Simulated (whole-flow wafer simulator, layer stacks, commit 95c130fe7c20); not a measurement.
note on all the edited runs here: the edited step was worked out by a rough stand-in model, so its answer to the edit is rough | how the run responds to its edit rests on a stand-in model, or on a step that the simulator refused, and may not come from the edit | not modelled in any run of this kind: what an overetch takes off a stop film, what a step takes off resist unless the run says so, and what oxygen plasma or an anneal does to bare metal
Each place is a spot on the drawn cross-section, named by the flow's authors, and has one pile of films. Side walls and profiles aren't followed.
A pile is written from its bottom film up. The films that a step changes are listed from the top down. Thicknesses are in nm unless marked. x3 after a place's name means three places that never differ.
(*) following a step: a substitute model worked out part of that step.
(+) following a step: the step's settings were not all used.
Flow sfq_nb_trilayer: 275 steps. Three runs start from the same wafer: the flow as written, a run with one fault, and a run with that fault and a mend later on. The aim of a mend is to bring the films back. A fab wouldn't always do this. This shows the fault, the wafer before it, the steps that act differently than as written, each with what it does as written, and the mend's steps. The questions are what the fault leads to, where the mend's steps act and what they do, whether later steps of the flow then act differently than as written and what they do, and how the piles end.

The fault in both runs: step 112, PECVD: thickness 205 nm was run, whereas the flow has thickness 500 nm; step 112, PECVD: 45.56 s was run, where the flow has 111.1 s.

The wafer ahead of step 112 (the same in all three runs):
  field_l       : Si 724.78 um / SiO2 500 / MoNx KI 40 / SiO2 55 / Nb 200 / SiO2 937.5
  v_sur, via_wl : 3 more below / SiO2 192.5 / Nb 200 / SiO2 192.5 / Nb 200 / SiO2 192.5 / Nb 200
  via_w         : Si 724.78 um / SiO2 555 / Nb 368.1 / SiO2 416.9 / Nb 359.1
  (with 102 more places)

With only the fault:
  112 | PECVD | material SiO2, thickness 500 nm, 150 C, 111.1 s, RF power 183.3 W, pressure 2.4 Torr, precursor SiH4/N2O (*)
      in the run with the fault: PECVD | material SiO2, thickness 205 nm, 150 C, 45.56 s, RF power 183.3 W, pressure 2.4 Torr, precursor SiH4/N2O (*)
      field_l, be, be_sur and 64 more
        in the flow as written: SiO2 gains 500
        in the run with the fault: SiO2 gains 205
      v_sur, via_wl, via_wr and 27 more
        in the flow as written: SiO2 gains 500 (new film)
        in the run with the fault: SiO2 gains 205 (new film)
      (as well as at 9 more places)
  Later steps of the flow acting differently than as written (21 other steps are not shown; they differ only slightly, by no more than 2% or 0.5 nm, whichever is larger):
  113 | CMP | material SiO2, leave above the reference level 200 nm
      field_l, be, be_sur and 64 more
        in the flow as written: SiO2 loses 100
        in the run with the fault: nothing
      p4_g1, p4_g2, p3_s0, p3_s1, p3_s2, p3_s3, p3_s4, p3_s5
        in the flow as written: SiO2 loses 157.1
        in the run with the fault: nothing
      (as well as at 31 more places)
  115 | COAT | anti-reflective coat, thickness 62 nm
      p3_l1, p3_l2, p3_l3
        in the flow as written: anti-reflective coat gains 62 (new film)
        in the run with the fault: anti-reflective coat gains 41.9 (new film)
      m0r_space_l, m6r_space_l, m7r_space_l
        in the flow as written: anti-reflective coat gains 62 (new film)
        in the run with the fault: anti-reflective coat gains 81.8 (new film)
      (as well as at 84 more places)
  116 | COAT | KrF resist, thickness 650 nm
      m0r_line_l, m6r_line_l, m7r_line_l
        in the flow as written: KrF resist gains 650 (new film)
        in the run with the fault: KrF resist gains 686.8 (new film)
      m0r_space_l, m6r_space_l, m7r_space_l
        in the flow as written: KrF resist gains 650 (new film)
        in the run with the fault: KrF resist gains 676.2 (new film)
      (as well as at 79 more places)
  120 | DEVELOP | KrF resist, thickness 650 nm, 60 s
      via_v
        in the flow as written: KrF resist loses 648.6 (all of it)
        in the run with the fault: KrF resist loses 578.3 (all of it)
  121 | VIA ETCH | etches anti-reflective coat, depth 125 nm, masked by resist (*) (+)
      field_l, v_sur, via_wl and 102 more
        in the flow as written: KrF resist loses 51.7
        in the run with the fault: KrF resist loses 38.6
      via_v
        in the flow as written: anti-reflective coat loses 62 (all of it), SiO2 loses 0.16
        in the run with the fault: anti-reflective coat loses 46.4 (all of it), SiO2 loses 0.12
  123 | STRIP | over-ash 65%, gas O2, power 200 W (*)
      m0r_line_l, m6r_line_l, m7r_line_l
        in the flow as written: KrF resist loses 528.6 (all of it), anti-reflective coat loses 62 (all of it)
        in the run with the fault: KrF resist loses 578.3 (all of it), anti-reflective coat loses 61.4 (all of it)
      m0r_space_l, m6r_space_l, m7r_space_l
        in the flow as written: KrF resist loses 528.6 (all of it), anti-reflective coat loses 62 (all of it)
        in the run with the fault: KrF resist loses 567.8 (all of it), anti-reflective coat loses 81.8 (all of it)
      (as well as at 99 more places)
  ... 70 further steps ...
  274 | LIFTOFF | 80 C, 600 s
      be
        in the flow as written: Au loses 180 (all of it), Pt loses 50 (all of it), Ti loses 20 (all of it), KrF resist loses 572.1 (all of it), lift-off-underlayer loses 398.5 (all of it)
        in the run with the fault: Au loses 180 (all of it), Pt loses 50 (all of it), Ti loses 20 (all of it), KrF resist loses 613.7 (all of it), lift-off-underlayer loses 717.3 (all of it)
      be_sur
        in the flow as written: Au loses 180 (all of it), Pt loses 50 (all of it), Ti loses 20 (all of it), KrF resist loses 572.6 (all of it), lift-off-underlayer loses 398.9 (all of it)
        in the run with the fault: Au loses 180 (all of it), Pt loses 50 (all of it), Ti loses 20 (all of it), KrF resist loses 587.2 (all of it), lift-off-underlayer loses 366.3 (all of it)
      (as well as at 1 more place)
  By the end, the piles at via_w, be, be_sur and 46 more depart from the flow's by more than 2% or 0.5 nm, whichever is larger.
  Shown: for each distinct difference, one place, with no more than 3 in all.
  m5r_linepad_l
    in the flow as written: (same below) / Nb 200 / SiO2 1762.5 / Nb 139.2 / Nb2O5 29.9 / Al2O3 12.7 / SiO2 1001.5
    in the run with the fault: (same below) / Nb 200 / SiO2 1175 / Nb 14.7 / SiO2 492.5 / Nb 139.2 / Nb2O5 29.9 / Al2O3 12.7 / SiO2 1081.8
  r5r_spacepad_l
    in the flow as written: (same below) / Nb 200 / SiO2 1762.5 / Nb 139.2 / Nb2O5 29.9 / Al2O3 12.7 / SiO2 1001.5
    in the run with the fault: (same below) / Nb 200 / SiO2 1175 / Nb 14.9 / SiO2 492.5 / Nb 139.2 / Nb2O5 29.9 / Al2O3 12.7 / SiO2 1081.6
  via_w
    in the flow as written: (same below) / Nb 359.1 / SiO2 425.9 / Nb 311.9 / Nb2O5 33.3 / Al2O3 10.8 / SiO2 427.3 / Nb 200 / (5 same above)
    in the run with the fault: (same below) / Nb 359.1 / SiO2 170.3 / Nb 153.5 / SiO2 234.5 / Nb 110.8 / Nb2O5 34.6 / Al2O3 10.1 / SiO2 495.5 / Nb 200 / (5 same above)

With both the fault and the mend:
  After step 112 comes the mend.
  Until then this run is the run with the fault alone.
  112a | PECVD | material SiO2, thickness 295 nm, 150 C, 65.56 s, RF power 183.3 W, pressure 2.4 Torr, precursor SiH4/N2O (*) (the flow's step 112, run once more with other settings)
      field_l, v_sur, via_wl and 102 more
        SiO2 gains 295
      via_w
        SiO2 gains 412.7
  Later steps of the flow acting differently than as written:
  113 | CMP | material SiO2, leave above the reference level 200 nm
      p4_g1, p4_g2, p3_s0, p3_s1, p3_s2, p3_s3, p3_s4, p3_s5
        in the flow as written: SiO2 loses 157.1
        in the run with the mend: SiO2 loses 100
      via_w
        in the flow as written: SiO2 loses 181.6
        in the run with the mend: SiO2 loses 157.1
  At every place that both follow, the piles at the end match the flow's.
